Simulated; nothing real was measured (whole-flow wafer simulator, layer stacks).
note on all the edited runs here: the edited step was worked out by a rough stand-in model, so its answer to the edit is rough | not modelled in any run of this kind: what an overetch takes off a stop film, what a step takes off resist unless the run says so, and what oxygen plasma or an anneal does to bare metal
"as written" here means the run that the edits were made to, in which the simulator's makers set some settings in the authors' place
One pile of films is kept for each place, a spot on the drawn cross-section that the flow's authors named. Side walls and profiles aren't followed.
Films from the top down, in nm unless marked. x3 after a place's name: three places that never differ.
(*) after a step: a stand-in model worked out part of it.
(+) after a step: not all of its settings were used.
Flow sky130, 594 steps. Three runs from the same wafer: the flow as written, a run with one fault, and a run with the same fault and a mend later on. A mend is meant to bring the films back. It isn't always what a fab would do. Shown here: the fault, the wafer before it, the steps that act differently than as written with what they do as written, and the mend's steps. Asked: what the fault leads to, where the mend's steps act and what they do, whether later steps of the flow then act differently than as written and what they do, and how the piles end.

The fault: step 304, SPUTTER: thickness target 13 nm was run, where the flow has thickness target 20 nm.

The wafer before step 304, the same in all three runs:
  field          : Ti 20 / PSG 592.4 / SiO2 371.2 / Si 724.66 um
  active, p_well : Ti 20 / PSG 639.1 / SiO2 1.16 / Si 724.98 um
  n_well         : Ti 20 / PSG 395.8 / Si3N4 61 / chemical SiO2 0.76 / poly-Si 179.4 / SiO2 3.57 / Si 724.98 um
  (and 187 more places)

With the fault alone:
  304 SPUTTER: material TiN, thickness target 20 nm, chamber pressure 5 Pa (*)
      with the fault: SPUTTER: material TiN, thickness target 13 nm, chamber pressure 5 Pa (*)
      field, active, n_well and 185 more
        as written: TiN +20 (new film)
        with the fault: TiN +13 (new film)
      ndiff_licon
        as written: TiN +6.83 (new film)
        with the fault: TiN +4.49 (new film)
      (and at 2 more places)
  Later steps of the flow that act differently than as written (1 more step differs only slightly, by at most 2% or 0.5 nm, whichever is larger, and isn't shown):
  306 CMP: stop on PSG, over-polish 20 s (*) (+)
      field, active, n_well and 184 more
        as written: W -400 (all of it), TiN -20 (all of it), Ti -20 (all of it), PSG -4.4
        with the fault: W -400 (all of it), TiN -13 (all of it), Ti -20 (all of it), PSG -4.4
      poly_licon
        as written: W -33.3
        with the fault: W -26.3
  At the end the piles differ from the flow's by more than 2% or 0.5 nm, whichever is larger, at poly_licon, ndiff_licon, ndiff_licon_cpp, rpo_hd_licon.
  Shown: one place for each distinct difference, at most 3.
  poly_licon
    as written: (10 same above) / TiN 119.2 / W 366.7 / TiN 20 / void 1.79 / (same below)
    with the fault: (10 same above) / TiN 119.2 / W 373.7 / TiN 13 / void 1.79 / (same below)
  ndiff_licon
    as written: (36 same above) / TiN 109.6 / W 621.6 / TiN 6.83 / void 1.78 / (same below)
    with the fault: (36 same above) / TiN 109.6 / W 624 / TiN 4.49 / void 1.78 / (same below)
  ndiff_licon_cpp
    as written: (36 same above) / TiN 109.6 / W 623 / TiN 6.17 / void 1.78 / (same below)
    with the fault: (36 same above) / TiN 109.6 / W 625.1 / TiN 4.05 / void 1.78 / (same below)

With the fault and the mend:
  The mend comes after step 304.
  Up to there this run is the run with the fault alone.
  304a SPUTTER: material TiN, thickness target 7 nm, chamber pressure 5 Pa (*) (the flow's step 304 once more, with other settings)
      field, active, n_well and 185 more
        TiN +7
      ndiff_licon
        TiN +2.34
      ndiff_licon_cpp
        TiN +2.12
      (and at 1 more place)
  No later step of the flow acts differently than as written, at any place that is followed, by more than 2% or 0.5 nm, whichever is larger.
  At the end the piles differ from the flow's only slightly at the places that both follow, by at most 2% or 0.5 nm, whichever is larger.
